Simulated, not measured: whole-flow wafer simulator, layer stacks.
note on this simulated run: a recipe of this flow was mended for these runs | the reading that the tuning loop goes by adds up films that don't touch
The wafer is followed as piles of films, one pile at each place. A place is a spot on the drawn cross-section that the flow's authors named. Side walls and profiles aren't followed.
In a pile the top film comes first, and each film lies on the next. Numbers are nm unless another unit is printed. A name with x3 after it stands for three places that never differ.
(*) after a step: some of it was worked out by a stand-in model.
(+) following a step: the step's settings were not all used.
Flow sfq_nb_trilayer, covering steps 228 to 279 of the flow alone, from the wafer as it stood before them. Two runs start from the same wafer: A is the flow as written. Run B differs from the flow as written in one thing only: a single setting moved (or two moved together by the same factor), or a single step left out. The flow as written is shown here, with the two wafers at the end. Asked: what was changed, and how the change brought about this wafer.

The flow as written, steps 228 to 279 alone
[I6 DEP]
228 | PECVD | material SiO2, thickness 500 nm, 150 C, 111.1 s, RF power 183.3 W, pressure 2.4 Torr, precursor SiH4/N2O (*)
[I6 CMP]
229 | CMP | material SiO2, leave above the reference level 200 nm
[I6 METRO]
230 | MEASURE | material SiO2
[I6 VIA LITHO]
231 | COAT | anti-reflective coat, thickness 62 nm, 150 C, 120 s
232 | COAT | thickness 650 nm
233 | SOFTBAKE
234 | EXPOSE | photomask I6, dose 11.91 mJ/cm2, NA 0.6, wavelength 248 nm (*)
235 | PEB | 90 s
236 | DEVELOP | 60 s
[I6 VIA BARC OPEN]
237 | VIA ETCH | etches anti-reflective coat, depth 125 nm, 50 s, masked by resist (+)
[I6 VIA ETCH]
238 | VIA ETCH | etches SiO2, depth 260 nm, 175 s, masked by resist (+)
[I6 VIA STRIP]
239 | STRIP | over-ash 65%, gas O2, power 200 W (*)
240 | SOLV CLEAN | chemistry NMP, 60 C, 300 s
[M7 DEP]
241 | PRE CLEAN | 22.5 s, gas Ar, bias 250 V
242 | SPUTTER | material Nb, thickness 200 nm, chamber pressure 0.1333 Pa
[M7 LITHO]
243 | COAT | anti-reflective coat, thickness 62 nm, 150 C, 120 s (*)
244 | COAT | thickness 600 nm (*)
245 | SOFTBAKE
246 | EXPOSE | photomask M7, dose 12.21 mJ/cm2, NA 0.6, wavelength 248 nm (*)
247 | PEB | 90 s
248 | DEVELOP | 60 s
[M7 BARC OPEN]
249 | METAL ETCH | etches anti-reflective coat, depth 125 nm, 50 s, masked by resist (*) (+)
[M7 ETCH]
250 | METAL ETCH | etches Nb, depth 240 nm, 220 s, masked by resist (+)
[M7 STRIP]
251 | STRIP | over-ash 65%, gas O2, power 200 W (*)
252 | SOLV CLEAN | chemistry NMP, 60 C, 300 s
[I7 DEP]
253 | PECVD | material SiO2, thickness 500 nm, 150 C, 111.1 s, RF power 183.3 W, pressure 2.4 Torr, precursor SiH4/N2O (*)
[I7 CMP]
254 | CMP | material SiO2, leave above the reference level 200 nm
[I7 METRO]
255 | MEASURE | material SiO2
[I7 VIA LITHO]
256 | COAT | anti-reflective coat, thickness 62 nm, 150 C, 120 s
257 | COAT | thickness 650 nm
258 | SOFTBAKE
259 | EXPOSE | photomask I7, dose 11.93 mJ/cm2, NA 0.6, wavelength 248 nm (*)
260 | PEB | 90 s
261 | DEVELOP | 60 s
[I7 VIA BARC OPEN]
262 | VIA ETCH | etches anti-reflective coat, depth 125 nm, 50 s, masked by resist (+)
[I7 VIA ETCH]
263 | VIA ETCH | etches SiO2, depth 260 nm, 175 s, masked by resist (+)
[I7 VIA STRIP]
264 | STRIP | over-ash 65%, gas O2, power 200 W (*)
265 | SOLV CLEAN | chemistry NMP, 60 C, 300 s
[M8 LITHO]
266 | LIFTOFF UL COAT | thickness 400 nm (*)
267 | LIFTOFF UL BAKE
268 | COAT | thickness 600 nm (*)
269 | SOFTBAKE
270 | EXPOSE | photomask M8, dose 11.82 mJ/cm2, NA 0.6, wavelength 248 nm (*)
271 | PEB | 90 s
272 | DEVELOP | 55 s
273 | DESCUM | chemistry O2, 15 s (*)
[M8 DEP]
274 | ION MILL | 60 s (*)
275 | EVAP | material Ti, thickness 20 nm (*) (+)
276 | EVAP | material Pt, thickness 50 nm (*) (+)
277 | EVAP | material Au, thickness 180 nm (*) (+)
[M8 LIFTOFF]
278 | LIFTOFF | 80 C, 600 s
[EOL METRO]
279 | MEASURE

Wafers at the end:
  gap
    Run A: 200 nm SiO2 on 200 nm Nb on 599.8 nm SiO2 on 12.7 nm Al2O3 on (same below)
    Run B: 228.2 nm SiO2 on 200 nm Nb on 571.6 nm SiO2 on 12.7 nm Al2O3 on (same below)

What caused this: step 228, PECVD: thickness 410.9 nm was run, though the flow has thickness 500 nm; step 228, PECVD: 91.32 s was run, where the flow has 111.1 s.

Step by step, how the change led to this:
  228 | PECVD | material SiO2, thickness 500 nm, 150 C, 111.1 s, RF power 183.3 W, pressure 2.4 Torr, precursor SiH4/N2O (*)
      field_l, p4_fl, p4_fm and 62 more: A +500 SiO2 | B +410.9 SiO2
      v_sur, via_wl, via_w and 21 more: A +500 SiO2 (new film) | B +410.9 SiO2 (new film)
      (and at 17 other places as well)
  229 | CMP | material SiO2, leave above the reference level 200 nm
      gap: A -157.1 SiO2 | B nothing
      field_l, p4_fl, p4_fm and 59 more: A -96 SiO2 | B -6.9 SiO2
      (and at 43 other places as well)
  231 | COAT | anti-reflective coat, thickness 62 nm, 150 C, 120 s
      be, c5j: A +62 anti-reflective coat (new film) | B +60.1 anti-reflective coat (new film)
      be_sur, jj_sur: A +62 anti-reflective coat (new film) | B +56.1 anti-reflective coat (new film)
      (and at 2 other places as well)
  239 | STRIP | over-ash 65%, gas O2, power 200 W (*)
      be, c5j: A -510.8 KrF-resist-other-grade (all of it), -62 anti-reflective coat (all of it) | B -510.9 KrF-resist-other-grade (all of it), -60.1 anti-reflective coat (all of it)
      be_sur, jj_sur: A -510.8 KrF-resist-other-grade (all of it), -62 anti-reflective coat (all of it) | B -513.7 KrF-resist-other-grade (all of it), -56.1 anti-reflective coat (all of it)
      (and at 2 other places as well)
  243 | COAT | anti-reflective coat, thickness 62 nm, 150 C, 120 s (*)
      be: A +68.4 anti-reflective coat (new film) | B +66.4 anti-reflective coat (new film)
      be_sur: A +70.3 anti-reflective coat (new film) | B +62.1 anti-reflective coat (new film)
      (and at 4 other places as well)
  251 | STRIP | over-ash 65%, gas O2, power 200 W (*)
      be: A -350 KrF-resist-other-grade (all of it), -68.4 anti-reflective coat (all of it) | B -349.6 KrF-resist-other-grade (all of it), -66.4 anti-reflective coat (all of it)
      be_sur: A -353.8 KrF-resist-other-grade (all of it), -70.3 anti-reflective coat (all of it) | B -357.9 KrF-resist-other-grade (all of it), -62.1 anti-reflective coat (all of it)
      (and at 4 other places as well)
  254 | CMP | material SiO2, leave above the reference level 200 nm
      gap: A -300 SiO2 | B -271.8 SiO2
